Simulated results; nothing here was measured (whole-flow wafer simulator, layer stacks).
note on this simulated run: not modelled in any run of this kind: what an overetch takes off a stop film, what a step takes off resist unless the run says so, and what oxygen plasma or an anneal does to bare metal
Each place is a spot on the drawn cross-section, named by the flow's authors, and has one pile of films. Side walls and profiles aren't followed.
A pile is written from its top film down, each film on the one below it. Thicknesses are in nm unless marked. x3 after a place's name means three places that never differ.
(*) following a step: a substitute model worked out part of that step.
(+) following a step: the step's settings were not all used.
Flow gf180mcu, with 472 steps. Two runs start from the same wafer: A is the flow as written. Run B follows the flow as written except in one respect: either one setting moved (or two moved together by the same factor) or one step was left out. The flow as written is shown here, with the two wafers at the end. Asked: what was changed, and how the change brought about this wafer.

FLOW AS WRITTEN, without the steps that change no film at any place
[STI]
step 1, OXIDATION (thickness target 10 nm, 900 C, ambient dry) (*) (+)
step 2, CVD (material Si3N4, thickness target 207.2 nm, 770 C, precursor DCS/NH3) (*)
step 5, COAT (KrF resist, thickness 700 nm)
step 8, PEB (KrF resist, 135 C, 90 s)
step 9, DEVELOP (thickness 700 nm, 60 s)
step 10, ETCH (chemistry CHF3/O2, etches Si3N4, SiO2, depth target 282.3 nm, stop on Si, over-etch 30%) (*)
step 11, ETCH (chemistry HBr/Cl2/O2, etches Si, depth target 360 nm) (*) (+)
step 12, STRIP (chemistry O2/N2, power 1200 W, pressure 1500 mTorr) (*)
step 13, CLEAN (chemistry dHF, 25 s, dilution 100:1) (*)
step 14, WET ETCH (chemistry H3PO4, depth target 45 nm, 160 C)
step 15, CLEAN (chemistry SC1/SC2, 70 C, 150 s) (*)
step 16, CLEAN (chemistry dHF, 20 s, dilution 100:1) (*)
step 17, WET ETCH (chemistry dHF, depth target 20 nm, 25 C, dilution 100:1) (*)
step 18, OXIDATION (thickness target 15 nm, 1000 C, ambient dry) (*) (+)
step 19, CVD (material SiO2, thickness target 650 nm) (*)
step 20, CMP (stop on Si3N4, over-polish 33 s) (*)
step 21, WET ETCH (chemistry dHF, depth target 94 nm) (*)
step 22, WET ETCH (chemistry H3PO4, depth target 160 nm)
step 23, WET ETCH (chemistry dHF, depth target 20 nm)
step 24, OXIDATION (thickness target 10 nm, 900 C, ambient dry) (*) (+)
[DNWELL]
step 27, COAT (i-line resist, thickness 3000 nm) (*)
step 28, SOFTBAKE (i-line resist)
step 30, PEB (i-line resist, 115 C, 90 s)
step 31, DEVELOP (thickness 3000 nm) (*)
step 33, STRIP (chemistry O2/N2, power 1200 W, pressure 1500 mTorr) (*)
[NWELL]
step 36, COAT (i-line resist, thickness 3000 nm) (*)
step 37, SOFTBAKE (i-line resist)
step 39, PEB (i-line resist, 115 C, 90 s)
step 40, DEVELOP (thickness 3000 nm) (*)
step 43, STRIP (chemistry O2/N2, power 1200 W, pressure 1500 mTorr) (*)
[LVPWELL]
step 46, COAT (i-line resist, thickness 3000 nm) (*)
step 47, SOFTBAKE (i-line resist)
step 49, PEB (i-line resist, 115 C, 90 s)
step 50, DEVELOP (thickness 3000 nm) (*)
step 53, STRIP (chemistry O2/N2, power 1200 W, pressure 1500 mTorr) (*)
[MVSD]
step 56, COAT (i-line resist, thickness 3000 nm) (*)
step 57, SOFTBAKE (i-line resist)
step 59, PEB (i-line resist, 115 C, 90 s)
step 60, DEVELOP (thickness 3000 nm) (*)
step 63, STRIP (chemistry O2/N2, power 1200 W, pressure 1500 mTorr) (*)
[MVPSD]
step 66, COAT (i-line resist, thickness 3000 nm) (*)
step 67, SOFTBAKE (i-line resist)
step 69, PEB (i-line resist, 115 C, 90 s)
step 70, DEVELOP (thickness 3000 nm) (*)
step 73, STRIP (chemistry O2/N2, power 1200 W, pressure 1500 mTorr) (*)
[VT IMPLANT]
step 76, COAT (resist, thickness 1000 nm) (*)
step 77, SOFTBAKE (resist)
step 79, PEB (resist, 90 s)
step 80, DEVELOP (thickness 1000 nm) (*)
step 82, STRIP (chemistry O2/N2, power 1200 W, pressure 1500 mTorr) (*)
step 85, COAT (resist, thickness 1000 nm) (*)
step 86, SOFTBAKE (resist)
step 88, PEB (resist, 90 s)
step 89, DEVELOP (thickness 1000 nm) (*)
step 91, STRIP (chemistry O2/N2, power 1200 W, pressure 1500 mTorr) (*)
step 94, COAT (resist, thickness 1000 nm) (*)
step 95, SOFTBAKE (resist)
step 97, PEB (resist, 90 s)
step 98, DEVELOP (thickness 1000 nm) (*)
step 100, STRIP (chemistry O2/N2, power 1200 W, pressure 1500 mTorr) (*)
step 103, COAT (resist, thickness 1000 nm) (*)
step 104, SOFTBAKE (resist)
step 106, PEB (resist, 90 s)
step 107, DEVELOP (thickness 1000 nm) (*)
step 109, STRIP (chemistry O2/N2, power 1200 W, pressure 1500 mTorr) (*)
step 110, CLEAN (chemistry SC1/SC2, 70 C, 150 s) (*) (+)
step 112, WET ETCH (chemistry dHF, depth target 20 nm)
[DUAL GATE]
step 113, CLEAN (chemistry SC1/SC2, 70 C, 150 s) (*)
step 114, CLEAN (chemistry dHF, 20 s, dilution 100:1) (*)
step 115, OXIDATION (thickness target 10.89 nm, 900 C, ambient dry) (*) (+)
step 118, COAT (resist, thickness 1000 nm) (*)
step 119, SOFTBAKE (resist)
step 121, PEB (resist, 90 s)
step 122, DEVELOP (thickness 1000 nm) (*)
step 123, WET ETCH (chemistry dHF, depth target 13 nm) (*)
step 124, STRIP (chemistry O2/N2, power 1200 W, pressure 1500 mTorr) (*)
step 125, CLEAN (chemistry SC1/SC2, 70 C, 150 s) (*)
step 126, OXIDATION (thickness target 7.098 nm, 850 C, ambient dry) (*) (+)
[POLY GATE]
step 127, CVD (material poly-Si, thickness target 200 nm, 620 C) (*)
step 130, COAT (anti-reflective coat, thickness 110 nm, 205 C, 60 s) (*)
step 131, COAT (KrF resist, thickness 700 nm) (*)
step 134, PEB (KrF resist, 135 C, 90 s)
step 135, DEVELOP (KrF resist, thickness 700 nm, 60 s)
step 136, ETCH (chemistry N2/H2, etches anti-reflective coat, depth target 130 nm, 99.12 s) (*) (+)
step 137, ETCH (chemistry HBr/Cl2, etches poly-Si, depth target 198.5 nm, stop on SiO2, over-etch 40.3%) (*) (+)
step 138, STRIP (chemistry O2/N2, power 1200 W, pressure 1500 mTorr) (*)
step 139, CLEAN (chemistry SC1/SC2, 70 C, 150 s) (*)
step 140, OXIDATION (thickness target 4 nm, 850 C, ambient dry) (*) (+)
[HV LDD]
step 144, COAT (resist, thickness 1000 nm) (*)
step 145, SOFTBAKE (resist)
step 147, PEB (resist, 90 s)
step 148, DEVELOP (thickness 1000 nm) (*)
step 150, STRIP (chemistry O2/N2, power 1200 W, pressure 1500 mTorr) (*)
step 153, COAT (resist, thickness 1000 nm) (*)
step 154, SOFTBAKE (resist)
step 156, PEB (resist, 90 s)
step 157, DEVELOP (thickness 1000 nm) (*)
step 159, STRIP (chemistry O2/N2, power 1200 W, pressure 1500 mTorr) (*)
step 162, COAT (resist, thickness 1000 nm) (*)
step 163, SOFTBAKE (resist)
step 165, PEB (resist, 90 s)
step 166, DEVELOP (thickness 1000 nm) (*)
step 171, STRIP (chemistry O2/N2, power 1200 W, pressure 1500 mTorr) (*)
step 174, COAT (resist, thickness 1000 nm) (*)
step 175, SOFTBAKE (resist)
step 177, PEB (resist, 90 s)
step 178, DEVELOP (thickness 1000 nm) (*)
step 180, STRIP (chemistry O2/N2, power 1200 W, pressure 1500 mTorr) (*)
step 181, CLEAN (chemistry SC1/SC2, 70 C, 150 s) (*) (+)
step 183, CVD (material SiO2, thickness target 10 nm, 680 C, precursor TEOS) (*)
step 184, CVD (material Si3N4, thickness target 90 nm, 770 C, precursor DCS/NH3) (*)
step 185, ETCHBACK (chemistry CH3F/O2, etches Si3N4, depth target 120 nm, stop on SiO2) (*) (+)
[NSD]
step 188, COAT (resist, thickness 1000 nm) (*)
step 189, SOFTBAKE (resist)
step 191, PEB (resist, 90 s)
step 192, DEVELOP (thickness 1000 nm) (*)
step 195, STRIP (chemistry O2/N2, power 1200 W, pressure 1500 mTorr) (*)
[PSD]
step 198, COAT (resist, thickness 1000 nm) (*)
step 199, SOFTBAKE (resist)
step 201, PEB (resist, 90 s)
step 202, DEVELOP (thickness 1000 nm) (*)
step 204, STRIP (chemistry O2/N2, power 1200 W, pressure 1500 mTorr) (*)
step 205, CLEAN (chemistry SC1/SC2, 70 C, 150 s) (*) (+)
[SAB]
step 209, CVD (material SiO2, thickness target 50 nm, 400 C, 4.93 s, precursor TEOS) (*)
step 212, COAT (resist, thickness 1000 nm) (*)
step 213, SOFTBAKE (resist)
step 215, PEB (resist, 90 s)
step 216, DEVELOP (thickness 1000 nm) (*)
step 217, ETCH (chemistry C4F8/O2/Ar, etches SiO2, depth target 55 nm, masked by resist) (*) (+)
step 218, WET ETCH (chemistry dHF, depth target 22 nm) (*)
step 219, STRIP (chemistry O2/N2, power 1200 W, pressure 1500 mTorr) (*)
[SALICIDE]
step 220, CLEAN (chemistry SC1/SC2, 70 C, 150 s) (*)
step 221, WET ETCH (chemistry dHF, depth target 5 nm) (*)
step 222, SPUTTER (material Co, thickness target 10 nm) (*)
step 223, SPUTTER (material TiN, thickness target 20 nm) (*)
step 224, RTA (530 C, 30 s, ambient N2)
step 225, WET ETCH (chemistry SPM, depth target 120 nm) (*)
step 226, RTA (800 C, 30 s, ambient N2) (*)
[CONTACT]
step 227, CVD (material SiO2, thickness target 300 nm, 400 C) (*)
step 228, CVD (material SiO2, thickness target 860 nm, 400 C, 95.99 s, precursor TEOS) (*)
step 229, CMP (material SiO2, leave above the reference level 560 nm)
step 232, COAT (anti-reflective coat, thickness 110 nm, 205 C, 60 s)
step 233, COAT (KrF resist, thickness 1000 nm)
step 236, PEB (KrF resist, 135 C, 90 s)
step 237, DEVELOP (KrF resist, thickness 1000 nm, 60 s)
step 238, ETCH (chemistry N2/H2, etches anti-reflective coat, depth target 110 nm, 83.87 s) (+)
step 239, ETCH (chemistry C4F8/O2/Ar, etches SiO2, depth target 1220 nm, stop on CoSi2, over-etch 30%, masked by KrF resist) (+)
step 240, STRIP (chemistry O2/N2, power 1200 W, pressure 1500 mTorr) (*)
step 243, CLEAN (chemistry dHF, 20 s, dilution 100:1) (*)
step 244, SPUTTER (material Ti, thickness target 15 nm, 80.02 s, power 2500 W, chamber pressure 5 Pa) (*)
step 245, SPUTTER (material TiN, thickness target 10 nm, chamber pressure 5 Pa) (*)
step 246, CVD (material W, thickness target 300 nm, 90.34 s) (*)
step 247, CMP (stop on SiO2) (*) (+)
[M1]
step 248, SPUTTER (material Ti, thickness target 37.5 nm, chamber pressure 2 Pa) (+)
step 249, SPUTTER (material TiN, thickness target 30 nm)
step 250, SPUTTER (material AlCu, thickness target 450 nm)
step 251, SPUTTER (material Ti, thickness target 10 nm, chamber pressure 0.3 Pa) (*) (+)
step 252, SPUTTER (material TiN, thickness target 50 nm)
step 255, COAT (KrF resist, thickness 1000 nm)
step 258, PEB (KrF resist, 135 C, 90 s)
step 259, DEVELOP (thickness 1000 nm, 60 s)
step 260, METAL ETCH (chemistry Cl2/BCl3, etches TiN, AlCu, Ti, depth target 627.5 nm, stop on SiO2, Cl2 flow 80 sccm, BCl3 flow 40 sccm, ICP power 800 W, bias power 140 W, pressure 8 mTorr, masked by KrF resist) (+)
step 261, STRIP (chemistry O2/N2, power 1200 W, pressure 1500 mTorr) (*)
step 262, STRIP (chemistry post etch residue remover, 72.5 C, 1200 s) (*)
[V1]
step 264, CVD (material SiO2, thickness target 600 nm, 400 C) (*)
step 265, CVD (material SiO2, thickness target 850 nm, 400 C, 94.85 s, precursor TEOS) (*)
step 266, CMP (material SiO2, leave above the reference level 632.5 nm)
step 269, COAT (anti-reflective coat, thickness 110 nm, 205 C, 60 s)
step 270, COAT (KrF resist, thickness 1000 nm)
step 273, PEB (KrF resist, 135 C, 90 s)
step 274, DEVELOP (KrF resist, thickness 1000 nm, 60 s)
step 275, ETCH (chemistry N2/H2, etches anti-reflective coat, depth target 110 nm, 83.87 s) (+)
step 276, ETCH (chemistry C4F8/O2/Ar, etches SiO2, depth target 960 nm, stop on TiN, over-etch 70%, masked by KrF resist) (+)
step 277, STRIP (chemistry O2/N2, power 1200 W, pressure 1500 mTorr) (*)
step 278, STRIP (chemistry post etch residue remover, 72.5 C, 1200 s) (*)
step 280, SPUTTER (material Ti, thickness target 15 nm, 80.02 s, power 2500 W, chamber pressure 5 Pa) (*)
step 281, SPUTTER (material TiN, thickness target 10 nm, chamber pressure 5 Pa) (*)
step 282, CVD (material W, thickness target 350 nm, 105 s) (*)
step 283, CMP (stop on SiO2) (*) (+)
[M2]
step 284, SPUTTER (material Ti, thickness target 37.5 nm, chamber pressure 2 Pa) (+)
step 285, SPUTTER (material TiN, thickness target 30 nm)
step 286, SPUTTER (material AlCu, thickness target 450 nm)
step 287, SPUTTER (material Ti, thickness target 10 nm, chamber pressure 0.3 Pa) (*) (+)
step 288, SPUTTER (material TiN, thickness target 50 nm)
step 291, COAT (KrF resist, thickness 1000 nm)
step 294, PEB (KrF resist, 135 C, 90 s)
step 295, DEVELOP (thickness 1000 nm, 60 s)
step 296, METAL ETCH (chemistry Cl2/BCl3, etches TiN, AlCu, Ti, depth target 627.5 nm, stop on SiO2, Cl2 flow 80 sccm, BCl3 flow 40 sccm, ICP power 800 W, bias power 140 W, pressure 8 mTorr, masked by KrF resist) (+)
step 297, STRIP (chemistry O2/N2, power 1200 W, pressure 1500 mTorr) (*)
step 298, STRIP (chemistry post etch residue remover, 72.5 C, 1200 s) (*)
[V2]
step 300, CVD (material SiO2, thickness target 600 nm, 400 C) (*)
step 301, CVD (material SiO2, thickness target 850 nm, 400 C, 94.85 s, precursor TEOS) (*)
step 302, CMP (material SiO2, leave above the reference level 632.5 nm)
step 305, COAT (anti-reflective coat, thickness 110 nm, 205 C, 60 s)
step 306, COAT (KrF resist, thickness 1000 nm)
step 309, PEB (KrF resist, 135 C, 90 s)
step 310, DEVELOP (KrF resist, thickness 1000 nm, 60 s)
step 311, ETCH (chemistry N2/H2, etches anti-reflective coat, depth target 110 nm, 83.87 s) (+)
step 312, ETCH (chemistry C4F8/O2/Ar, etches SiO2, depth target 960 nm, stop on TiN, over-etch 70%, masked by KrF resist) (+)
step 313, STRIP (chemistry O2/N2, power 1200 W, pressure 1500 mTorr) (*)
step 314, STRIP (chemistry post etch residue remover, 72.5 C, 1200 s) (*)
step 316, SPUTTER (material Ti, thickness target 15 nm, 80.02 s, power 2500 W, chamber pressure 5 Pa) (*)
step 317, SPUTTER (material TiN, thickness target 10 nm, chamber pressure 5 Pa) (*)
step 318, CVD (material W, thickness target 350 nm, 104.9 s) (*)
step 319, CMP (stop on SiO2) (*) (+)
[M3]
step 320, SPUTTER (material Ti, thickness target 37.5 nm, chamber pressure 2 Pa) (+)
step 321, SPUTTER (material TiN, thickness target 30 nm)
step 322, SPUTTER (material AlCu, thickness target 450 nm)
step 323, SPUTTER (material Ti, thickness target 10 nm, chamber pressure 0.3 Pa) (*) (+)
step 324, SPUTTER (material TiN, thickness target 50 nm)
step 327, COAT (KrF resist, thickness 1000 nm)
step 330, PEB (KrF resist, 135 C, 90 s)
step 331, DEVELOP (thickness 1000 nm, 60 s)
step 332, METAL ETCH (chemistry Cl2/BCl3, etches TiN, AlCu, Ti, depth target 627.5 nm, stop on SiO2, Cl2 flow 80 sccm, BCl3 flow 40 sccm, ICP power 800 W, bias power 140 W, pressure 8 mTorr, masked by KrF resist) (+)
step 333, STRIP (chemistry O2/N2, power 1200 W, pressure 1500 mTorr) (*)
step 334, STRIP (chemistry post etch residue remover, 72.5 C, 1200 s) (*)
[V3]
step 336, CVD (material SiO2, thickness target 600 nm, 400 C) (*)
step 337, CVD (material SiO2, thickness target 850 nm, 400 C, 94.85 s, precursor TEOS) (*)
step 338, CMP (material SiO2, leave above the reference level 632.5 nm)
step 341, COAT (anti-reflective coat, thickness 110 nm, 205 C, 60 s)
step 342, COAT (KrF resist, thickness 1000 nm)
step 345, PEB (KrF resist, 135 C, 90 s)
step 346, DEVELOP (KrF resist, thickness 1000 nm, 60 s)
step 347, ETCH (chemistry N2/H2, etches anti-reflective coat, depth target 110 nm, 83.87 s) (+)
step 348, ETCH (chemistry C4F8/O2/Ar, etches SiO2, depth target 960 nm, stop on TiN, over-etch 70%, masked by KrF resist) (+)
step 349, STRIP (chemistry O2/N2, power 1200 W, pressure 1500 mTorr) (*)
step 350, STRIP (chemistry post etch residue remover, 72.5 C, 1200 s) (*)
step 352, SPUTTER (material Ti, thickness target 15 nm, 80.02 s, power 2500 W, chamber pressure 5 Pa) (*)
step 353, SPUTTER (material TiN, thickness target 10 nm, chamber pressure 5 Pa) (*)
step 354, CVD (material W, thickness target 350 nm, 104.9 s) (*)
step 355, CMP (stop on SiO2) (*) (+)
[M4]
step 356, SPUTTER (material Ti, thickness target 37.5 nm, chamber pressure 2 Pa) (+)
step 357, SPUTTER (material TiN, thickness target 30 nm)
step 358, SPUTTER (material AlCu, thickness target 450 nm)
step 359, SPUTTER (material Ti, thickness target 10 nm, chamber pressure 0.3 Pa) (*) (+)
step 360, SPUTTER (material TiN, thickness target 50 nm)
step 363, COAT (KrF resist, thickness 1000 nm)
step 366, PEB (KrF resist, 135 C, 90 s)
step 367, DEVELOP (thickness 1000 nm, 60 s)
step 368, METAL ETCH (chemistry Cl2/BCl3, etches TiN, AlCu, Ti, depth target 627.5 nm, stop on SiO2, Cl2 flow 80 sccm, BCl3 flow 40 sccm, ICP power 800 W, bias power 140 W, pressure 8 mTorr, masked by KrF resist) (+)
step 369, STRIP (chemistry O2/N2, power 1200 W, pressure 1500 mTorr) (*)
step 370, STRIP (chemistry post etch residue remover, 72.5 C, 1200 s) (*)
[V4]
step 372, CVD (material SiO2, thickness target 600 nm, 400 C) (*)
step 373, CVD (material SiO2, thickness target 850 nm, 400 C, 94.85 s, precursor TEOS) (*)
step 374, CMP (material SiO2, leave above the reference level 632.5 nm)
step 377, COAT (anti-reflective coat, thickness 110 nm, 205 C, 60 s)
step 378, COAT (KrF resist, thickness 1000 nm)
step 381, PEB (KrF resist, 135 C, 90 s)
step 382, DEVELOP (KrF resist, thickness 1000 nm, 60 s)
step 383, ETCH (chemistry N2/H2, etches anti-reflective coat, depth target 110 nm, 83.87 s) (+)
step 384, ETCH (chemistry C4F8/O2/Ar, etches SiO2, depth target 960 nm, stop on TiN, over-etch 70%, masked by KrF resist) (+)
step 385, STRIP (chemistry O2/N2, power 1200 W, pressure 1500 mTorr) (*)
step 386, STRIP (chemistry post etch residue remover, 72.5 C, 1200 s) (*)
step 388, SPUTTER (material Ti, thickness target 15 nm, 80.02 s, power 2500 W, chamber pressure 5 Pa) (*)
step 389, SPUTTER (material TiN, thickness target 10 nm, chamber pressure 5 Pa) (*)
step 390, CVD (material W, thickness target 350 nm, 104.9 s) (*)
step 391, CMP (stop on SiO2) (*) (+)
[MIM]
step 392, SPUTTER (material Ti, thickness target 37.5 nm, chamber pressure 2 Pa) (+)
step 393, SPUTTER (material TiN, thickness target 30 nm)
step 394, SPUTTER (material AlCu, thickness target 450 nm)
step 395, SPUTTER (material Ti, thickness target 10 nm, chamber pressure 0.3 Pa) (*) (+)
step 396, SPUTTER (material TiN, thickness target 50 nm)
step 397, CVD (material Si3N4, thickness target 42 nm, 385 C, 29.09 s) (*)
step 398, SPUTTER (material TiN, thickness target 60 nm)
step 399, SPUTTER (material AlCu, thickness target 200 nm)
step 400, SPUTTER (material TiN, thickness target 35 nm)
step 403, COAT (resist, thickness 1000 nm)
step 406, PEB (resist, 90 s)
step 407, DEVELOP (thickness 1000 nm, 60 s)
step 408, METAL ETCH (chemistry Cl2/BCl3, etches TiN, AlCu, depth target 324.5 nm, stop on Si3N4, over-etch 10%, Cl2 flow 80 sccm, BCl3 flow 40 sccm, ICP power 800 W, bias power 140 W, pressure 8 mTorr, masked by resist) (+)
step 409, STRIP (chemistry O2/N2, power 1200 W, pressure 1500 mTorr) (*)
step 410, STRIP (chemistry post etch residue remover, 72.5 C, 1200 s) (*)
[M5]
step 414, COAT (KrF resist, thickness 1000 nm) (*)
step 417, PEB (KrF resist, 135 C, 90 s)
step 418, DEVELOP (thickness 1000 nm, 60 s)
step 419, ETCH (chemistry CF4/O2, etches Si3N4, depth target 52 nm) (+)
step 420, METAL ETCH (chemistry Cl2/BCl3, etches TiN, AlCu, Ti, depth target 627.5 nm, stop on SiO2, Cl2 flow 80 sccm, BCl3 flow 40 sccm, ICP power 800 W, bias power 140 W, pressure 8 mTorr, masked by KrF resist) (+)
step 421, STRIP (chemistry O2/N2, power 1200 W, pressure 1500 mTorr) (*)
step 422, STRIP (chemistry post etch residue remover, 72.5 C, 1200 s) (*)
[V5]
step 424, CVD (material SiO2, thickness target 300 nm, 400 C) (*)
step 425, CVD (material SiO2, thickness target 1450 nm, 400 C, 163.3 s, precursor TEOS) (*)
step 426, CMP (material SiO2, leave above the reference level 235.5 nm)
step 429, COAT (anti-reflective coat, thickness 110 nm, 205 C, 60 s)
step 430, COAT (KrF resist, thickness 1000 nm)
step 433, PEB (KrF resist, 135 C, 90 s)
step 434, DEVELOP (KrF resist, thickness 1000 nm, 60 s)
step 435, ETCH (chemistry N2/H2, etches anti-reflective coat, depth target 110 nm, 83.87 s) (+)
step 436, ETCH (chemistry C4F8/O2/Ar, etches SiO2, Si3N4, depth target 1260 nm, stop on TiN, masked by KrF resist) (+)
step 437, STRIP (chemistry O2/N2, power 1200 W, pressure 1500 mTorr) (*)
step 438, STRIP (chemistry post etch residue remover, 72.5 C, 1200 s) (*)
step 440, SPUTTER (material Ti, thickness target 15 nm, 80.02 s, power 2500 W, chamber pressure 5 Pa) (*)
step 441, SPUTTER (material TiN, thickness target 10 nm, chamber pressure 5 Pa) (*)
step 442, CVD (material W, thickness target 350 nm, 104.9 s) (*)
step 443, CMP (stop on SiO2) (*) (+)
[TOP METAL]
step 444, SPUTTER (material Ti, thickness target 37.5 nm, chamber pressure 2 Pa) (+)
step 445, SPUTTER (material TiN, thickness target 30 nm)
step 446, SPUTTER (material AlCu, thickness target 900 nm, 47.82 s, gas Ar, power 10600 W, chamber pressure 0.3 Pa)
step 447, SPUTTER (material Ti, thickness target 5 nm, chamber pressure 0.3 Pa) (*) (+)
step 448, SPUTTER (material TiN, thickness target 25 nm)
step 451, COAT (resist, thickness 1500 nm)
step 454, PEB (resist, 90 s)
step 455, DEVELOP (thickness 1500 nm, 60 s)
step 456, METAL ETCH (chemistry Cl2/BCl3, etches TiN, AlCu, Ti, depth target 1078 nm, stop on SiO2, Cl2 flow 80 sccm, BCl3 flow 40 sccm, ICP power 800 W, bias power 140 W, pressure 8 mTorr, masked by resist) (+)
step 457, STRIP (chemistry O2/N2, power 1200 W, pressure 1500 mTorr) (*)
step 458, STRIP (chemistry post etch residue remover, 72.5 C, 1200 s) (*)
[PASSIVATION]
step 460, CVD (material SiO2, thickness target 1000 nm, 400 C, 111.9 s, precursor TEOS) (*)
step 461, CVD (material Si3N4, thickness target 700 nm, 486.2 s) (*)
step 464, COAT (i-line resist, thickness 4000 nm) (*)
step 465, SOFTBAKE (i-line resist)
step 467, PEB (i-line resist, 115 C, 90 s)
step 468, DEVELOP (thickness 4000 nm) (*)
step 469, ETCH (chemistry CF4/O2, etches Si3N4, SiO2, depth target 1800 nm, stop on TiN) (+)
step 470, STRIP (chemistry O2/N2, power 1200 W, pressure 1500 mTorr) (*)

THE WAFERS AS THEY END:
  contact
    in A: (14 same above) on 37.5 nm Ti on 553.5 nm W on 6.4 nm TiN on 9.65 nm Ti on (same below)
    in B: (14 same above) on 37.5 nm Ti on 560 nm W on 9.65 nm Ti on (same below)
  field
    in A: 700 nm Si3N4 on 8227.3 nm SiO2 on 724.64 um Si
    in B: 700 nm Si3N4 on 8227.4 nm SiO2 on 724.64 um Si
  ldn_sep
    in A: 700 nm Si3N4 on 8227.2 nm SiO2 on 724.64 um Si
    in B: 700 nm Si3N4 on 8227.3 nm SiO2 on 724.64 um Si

The reason: step 389, SPUTTER: material TiN, thickness target 10 nm, chamber pressure 5 Pa (*), was not run.

Step by step, how the change led to this:
  step 391, CMP (stop on SiO2) (*) (+)
      field, field__w1, field__w2 and 107 more: A W loses 350 (all of it), TiN loses 10 (all of it), Ti loses 15 (all of it), SiO2 loses 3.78 | B W loses 350 (all of it), Ti loses 15 (all of it), SiO2 loses 3.68
      contact: A W loses 378.8 | B W loses 368.7
